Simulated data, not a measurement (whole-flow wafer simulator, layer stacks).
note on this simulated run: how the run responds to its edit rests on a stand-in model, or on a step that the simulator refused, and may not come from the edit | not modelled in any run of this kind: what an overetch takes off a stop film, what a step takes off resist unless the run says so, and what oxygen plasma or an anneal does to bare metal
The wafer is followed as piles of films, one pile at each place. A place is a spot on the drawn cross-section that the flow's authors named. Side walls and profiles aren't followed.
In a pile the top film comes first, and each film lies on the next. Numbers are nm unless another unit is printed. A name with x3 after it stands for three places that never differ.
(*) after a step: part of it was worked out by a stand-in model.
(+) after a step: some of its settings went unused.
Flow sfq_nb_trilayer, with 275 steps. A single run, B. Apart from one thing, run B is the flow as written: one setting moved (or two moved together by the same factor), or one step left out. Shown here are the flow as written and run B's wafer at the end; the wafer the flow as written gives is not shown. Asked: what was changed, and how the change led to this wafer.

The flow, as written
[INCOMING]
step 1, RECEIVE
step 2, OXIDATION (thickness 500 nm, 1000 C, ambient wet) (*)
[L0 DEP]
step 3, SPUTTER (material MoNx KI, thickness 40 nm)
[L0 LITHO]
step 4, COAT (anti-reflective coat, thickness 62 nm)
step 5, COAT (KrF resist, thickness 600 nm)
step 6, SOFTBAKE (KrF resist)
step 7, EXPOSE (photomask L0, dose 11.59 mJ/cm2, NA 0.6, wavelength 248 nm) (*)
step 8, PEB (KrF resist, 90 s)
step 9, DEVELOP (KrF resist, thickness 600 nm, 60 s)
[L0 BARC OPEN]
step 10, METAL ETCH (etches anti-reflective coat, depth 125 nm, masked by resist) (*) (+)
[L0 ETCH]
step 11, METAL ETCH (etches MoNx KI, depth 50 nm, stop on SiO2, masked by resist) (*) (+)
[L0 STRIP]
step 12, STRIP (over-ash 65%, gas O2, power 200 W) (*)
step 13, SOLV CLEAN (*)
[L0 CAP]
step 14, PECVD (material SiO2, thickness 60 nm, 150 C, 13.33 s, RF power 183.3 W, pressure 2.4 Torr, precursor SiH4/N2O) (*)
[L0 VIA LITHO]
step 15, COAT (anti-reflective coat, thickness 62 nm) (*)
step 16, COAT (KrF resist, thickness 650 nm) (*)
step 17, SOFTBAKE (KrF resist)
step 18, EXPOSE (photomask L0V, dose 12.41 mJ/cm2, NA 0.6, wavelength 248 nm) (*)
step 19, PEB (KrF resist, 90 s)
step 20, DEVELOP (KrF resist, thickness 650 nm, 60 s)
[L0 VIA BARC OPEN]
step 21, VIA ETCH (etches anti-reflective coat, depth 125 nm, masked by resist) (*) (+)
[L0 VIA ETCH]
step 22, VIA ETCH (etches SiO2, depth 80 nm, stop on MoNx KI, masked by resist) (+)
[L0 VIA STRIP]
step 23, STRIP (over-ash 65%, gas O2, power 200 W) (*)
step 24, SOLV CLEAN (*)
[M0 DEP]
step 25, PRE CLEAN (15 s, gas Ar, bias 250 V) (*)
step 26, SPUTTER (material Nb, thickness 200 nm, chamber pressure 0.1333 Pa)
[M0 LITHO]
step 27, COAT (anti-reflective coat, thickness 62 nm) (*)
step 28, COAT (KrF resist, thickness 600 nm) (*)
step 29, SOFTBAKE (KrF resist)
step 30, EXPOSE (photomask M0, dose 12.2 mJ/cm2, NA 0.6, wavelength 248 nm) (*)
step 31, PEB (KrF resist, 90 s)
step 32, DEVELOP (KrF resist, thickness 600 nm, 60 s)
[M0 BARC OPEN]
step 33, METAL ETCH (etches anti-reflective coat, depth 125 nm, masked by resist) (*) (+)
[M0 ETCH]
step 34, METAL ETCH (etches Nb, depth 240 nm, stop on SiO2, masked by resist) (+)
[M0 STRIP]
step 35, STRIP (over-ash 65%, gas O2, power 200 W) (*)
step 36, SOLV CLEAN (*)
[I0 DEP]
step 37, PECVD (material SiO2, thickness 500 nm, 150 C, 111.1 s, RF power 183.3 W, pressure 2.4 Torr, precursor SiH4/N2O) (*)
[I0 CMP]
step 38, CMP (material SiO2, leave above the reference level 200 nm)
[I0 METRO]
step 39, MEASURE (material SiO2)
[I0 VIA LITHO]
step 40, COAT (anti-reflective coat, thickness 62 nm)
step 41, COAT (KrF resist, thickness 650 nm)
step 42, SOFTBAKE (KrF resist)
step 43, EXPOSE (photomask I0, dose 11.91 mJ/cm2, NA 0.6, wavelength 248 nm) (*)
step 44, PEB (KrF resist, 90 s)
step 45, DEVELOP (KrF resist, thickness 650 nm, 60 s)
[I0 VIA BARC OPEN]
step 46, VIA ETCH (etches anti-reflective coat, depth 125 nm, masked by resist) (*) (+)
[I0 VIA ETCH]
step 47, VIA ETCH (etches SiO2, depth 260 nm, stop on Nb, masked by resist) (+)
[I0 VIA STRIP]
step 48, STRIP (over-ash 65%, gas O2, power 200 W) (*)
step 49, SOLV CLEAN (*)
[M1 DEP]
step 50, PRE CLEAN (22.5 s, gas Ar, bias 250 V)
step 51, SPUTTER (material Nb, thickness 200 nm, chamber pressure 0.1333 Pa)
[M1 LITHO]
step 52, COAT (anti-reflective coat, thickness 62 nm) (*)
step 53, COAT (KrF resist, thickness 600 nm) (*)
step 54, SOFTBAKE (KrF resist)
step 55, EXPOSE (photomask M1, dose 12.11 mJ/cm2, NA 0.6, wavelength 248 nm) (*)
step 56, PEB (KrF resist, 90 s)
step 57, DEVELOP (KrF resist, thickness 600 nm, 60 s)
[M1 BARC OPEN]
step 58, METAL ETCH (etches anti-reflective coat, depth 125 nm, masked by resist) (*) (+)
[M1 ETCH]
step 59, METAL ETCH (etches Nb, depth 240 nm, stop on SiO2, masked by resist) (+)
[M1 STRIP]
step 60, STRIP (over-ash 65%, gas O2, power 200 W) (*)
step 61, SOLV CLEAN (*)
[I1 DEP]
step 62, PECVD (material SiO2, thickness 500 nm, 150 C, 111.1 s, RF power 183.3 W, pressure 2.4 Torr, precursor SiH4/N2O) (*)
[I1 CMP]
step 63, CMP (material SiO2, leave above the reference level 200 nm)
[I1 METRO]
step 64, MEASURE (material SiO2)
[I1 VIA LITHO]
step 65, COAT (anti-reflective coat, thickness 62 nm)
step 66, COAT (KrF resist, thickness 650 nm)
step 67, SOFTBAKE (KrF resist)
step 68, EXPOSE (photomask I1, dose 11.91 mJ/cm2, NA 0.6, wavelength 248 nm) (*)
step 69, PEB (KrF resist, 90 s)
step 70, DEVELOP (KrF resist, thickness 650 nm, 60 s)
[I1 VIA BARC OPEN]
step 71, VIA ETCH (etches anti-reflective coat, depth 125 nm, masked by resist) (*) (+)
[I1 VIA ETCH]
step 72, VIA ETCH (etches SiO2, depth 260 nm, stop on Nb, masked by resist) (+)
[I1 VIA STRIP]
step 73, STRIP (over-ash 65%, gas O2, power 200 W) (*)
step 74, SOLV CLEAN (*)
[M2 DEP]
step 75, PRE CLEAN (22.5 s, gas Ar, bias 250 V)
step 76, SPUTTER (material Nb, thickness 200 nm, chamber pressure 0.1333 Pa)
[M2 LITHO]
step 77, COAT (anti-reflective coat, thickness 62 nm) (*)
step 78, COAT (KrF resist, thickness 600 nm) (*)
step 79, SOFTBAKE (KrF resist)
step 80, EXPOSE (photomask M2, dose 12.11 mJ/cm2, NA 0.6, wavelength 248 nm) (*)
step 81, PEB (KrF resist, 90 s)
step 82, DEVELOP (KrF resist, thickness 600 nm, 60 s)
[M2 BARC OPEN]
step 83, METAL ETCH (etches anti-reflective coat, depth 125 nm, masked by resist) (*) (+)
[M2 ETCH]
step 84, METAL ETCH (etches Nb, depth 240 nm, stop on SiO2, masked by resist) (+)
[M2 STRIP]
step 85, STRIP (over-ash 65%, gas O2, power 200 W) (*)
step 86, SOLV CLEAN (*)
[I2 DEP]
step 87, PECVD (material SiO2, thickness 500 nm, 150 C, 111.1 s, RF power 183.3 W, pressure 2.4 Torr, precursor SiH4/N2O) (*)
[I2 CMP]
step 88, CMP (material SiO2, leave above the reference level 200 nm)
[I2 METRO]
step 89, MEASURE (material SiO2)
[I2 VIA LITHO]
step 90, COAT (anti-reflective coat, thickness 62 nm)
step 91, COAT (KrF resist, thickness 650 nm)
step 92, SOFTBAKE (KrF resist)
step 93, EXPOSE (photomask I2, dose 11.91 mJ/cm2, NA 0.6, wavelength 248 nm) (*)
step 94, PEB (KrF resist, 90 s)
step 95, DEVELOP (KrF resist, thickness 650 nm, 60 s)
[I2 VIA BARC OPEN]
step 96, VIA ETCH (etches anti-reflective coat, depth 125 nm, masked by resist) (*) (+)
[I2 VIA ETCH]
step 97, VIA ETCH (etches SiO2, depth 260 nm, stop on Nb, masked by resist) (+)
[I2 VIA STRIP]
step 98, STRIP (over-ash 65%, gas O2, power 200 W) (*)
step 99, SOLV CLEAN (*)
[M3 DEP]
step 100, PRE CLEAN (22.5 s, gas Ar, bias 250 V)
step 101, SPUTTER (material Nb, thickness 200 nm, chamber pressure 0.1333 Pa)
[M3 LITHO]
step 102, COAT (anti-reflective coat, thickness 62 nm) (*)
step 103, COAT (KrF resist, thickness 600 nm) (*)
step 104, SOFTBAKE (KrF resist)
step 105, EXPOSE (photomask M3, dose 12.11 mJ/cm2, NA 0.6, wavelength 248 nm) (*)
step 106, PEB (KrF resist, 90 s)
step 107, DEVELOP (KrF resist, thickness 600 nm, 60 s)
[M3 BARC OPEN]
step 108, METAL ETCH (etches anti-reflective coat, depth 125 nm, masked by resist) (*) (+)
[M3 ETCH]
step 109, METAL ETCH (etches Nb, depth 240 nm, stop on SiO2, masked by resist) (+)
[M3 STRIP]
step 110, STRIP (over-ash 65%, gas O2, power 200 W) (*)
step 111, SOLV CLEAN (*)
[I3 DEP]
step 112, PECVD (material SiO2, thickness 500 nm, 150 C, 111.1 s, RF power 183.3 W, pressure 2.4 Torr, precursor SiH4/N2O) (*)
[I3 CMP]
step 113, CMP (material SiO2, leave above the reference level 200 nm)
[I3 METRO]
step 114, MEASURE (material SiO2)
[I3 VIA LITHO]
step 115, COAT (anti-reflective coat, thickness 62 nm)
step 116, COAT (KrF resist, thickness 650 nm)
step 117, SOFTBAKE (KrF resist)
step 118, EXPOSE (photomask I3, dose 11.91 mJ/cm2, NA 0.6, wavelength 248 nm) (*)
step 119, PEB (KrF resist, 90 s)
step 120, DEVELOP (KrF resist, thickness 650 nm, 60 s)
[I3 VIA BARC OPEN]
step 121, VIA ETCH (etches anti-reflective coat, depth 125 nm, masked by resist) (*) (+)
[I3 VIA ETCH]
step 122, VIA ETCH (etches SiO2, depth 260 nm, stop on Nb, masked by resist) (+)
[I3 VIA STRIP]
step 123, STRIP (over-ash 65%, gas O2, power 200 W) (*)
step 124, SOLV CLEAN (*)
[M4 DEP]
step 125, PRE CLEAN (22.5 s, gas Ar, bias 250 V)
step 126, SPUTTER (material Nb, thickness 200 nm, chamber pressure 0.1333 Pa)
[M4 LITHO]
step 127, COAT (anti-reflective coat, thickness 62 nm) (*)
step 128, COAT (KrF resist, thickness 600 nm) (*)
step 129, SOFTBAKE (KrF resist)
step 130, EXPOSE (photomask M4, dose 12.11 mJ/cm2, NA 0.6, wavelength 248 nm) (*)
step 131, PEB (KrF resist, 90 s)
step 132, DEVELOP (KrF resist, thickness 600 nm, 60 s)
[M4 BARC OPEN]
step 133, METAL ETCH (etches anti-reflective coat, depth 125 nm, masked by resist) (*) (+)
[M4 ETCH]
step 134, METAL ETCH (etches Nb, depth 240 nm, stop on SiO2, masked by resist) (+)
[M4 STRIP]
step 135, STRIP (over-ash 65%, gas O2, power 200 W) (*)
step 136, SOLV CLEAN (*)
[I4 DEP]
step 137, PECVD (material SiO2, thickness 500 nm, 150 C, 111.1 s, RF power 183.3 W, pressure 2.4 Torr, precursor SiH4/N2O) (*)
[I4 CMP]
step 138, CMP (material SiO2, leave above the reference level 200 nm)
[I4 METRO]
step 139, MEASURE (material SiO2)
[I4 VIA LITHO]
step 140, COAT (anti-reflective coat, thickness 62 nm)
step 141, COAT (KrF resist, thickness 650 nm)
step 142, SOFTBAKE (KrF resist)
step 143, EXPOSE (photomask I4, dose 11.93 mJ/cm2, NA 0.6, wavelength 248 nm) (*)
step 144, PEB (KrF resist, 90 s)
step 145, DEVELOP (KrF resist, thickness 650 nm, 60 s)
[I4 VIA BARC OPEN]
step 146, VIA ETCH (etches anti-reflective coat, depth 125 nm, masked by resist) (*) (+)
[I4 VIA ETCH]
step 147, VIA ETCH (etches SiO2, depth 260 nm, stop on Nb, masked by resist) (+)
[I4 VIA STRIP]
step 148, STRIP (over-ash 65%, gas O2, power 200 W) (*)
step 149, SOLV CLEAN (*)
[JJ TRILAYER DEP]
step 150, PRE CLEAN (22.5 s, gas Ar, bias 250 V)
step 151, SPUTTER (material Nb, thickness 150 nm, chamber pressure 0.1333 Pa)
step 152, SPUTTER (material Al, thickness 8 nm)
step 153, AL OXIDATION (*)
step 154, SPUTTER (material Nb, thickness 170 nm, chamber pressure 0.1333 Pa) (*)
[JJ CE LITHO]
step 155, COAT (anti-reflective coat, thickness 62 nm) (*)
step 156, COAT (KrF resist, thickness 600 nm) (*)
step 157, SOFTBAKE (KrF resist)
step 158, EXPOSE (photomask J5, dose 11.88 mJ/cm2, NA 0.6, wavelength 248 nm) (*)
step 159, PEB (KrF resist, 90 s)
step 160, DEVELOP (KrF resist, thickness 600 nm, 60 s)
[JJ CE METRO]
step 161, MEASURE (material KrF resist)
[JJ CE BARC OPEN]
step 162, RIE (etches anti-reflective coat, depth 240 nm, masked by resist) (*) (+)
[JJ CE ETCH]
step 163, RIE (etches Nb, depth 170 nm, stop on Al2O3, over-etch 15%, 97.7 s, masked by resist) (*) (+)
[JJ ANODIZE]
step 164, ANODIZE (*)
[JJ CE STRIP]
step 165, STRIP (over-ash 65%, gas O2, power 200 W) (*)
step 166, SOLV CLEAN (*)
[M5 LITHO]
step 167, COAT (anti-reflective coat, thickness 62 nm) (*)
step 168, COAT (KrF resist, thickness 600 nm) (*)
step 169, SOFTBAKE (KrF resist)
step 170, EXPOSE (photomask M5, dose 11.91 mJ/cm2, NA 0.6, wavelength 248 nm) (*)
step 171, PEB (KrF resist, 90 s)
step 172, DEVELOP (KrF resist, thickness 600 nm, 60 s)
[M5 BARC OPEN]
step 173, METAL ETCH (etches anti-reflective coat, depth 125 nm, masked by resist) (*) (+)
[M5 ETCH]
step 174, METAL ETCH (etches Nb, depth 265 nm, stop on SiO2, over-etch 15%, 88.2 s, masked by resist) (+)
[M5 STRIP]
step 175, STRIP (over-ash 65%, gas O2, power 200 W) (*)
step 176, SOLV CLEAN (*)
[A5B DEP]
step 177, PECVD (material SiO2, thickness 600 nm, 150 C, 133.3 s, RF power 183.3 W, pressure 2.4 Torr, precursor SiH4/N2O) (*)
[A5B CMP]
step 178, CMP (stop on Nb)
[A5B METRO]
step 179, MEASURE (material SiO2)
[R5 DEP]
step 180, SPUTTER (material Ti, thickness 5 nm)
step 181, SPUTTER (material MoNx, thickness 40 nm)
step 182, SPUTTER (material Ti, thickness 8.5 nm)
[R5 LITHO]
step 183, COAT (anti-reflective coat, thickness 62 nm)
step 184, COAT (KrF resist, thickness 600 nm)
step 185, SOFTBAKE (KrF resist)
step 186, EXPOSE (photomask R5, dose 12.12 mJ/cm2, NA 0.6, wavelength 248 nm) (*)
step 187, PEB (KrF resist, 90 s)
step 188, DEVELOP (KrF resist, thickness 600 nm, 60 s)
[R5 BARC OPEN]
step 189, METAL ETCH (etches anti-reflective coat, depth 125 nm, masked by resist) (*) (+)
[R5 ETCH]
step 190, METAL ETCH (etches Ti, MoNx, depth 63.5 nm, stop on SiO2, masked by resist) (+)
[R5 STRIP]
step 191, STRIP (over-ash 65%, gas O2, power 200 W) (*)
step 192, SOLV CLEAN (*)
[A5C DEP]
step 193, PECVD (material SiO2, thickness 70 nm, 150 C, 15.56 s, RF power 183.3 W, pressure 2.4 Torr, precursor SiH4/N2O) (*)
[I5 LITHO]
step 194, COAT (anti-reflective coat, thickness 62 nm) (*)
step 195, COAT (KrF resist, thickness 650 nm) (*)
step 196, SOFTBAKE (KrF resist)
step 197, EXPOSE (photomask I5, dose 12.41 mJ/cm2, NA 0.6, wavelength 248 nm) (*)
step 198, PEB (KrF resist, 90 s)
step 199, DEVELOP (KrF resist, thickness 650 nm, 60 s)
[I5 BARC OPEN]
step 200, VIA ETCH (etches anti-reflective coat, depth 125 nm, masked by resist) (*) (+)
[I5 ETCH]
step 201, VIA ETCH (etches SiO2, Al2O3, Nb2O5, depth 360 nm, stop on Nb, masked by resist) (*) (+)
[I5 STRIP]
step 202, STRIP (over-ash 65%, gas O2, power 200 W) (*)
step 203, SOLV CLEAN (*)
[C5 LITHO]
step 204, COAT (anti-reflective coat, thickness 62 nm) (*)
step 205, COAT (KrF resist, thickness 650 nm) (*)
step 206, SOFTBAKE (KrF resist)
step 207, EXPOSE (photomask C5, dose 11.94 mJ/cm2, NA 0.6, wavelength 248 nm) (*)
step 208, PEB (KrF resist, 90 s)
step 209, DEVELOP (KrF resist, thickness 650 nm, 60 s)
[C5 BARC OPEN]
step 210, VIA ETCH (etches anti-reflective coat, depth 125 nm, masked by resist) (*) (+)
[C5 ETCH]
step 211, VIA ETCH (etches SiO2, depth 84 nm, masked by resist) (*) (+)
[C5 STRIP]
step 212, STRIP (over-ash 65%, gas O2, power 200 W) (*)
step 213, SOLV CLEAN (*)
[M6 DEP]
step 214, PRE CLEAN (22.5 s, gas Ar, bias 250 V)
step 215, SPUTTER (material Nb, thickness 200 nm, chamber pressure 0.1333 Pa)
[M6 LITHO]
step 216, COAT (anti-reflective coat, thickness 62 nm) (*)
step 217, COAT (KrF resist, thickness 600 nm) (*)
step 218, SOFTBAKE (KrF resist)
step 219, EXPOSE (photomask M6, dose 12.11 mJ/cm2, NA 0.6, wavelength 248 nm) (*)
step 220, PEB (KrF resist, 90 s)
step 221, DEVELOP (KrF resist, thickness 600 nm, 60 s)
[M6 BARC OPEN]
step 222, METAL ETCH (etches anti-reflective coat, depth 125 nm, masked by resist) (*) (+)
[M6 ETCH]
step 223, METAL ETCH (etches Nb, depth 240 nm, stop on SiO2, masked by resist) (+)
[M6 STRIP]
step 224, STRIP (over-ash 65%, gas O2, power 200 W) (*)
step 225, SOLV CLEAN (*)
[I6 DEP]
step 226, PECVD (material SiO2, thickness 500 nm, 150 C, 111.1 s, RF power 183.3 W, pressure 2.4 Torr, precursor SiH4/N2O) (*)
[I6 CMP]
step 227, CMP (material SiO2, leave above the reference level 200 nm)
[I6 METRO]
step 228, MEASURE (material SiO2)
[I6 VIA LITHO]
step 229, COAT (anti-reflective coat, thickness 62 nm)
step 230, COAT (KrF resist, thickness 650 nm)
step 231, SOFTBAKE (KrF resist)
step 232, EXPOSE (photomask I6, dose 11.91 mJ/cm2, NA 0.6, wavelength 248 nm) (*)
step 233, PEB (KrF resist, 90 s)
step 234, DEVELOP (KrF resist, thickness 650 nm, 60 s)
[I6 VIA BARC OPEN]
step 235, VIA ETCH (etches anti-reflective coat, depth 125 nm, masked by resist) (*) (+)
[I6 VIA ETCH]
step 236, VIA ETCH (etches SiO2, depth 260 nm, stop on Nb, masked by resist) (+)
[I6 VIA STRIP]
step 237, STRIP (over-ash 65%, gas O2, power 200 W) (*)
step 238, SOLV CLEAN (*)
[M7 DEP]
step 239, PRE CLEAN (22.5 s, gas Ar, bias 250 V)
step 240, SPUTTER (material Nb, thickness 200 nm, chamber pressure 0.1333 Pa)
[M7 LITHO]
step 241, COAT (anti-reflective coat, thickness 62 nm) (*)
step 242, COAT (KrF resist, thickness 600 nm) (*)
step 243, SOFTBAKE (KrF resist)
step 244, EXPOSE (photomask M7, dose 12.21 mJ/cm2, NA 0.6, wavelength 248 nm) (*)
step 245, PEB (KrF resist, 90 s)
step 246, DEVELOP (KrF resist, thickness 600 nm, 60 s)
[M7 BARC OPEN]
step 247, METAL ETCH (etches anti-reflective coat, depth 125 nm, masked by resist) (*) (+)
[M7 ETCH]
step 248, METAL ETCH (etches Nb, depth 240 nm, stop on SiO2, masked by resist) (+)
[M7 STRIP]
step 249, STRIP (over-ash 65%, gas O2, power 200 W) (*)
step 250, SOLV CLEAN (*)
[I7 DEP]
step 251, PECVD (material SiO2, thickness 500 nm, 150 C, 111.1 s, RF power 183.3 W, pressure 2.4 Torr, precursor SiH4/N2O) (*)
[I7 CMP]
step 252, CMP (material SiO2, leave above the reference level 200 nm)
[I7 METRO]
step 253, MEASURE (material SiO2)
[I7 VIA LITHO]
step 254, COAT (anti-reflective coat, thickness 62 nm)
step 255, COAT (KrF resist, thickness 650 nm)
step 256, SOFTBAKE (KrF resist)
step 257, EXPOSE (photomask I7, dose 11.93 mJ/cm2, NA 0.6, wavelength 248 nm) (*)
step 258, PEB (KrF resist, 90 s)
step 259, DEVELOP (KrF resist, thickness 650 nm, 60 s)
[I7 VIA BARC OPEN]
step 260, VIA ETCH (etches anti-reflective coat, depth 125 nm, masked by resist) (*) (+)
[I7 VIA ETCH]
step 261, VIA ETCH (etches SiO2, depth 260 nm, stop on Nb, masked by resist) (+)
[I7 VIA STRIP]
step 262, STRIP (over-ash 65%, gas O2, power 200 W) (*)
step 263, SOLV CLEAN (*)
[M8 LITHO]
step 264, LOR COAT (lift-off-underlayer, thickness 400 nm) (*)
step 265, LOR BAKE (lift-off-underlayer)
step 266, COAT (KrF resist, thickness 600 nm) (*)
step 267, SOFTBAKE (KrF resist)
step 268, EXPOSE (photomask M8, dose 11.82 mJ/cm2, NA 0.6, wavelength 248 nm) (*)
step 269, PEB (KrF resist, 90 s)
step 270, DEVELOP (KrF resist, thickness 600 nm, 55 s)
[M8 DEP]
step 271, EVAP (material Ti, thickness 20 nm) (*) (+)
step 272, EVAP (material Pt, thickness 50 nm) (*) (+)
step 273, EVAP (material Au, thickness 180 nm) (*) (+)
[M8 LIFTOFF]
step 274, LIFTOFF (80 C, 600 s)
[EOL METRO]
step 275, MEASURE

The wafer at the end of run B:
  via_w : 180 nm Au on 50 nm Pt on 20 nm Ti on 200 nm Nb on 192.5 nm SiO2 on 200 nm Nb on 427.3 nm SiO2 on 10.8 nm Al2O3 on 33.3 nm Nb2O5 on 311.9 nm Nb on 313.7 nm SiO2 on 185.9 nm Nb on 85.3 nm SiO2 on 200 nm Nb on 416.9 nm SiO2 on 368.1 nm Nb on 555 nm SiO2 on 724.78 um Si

The reason: step 97, VIA ETCH: depth 107 nm was run, whereas the flow has depth 260 nm.

The path from the change to this, step by step:
  step 97, VIA ETCH (etches SiO2, depth 260 nm, stop on Nb, masked by resist) (+)
      via_w: SiO2 loses 107 (as written it would have been: SiO2 loses 199.8 (all of it))
      field_l, v_sur, via_wl and 102 more: KrF resist loses 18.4 (as written it would have been: KrF resist loses 44.8)
  step 98, STRIP (over-ash 65%, gas O2, power 200 W) (*)
      field_l, v_sur, via_wl and 102 more: KrF resist loses 555 (all of it), anti-reflective coat loses 62 (all of it) (as written it would have been: KrF resist loses 528.6 (all of it), anti-reflective coat loses 62 (all of it))
  step 100, PRE CLEAN (22.5 s, gas Ar, bias 250 V)
      via_w: SiO2 loses 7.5 (as written it would have been: Nb loses 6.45)
  step 101, SPUTTER (material Nb, thickness 200 nm, chamber pressure 0.1333 Pa)
      via_w: Nb gains 185.9 (new film) (as written it would have been: Nb gains 165.5)
  step 102, COAT (anti-reflective coat, thickness 62 nm) (*)
      via_wl, via_wr: anti-reflective coat gains 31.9 (new film) (as written it would have been: anti-reflective coat gains 34.2 (new film))
      v_sur: anti-reflective coat gains 56.7 (new film) (as written it would have been: anti-reflective coat gains 61.1 (new film))
      (as well as at 2 more places)
  step 103, COAT (KrF resist, thickness 600 nm) (*)
      via_wl: KrF resist gains 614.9 (new film) (as written it would have been: KrF resist gains 601.8 (new film))
      via_w: KrF resist gains 656 (new film) (as written it would have been: KrF resist gains 737.9 (new film))
      (as well as at 1 more place)
  step 110, STRIP (over-ash 65%, gas O2, power 200 W) (*)
      v_sur: KrF resist loses 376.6 (all of it), anti-reflective coat loses 56.7 (all of it) (as written it would have been: KrF resist loses 365.3 (all of it), anti-reflective coat loses 61.1 (all of it))
      via_wl: KrF resist loses 397.3 (all of it), anti-reflective coat loses 31.9 (all of it) (as written it would have been: KrF resist loses 384.2 (all of it), anti-reflective coat loses 34.2 (all of it))
      (as well as at 3 more places)
  step 112, PECVD (material SiO2, thickness 500 nm, 150 C, 111.1 s, RF power 183.3 W, pressure 2.4 Torr, precursor SiH4/N2O) (*)
      via_w: SiO2 gains 500 (new film) (as written it would have been: SiO2 gains 615 (new film))
If metal films that touch count as one body, via_w has 6 bodies (between them, from the top down: SiO2 192.5; SiO2 427.3 / Al2O3 10.8 / Nb2O5 33.3; SiO2 313.7; SiO2 85.3; SiO2 416.9); the flow as written gives 5 bodies (between them, from the top down: SiO2 192.5; SiO2 427.3 / Al2O3 10.8 / Nb2O5 33.3; SiO2 425.9; SiO2 416.9).
